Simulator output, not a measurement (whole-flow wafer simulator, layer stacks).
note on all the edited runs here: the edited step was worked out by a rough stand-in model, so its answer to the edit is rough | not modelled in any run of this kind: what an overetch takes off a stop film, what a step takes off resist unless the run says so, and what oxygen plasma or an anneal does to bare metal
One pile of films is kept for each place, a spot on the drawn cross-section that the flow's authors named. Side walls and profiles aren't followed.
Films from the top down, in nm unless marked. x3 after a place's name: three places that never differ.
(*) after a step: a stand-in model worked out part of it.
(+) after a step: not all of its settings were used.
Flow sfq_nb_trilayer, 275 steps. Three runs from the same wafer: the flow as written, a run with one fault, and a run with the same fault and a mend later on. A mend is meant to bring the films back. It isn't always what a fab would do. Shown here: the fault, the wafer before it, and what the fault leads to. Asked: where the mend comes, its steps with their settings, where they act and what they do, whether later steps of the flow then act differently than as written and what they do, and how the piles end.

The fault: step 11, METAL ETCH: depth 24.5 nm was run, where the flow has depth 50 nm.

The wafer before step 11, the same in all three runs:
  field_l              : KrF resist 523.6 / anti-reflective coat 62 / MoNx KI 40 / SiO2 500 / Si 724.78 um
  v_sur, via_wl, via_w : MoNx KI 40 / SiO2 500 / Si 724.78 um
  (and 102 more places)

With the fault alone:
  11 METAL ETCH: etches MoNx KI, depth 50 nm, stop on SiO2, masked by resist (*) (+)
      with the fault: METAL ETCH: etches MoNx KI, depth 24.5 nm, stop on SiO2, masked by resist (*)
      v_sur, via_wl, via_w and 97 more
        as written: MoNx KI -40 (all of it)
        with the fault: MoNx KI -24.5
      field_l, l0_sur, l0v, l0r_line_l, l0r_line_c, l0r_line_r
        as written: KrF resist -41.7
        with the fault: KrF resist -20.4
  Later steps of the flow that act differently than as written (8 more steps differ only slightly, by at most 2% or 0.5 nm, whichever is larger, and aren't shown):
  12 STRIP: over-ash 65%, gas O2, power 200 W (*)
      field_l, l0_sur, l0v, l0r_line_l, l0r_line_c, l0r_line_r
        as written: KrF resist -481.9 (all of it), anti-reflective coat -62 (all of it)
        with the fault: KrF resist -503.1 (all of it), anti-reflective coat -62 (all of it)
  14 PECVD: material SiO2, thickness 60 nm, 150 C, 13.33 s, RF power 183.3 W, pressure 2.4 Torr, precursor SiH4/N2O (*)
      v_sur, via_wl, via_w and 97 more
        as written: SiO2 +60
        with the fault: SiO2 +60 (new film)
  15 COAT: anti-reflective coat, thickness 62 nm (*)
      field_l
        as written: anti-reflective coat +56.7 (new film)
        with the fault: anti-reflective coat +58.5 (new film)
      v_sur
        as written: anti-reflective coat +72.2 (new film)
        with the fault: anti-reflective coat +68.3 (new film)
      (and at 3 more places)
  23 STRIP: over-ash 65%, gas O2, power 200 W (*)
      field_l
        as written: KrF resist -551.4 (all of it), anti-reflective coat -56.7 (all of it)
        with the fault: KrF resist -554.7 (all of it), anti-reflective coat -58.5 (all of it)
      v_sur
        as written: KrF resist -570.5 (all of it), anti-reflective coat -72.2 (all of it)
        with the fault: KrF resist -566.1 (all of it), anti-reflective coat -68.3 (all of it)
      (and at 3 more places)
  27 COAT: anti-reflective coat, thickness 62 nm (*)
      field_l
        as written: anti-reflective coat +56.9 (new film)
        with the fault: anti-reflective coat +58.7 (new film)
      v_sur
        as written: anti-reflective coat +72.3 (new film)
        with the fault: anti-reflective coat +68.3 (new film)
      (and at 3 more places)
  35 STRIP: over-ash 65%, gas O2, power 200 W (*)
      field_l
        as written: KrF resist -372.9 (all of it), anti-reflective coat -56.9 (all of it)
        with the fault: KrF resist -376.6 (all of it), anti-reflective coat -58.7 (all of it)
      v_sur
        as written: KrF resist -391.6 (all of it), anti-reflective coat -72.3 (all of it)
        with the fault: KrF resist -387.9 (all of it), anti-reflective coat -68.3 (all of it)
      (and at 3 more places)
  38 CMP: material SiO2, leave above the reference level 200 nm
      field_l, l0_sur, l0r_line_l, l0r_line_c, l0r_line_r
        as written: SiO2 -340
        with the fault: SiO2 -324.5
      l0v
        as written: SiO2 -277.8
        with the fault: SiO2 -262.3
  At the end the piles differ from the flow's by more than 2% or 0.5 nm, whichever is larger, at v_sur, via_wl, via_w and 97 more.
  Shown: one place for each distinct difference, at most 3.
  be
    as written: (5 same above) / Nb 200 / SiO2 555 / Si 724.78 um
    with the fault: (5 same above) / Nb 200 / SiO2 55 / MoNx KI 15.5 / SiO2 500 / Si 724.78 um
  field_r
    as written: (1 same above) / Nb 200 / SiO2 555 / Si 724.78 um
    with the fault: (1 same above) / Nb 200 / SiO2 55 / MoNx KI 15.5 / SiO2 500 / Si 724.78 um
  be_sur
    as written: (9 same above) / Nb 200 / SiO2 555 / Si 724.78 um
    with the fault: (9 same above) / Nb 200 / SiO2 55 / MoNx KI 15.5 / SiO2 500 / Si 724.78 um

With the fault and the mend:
  The mend comes after step 11.
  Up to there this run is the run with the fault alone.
  11a METAL ETCH: etches MoNx KI, depth 25.5 nm, stop on SiO2, masked by resist (+) (the flow's step 11 once more, with other settings)
      v_sur, via_wl, via_w and 97 more
        MoNx KI -15.5 (all of it)
      field_l, l0_sur, l0v, l0r_line_l, l0r_line_c, l0r_line_r
        KrF resist -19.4
  No later step of the flow acts differently than as written, at any place that is followed, by more than 2% or 0.5 nm, whichever is larger.
  At the end the piles are the same as the flow's at every place that both follow.
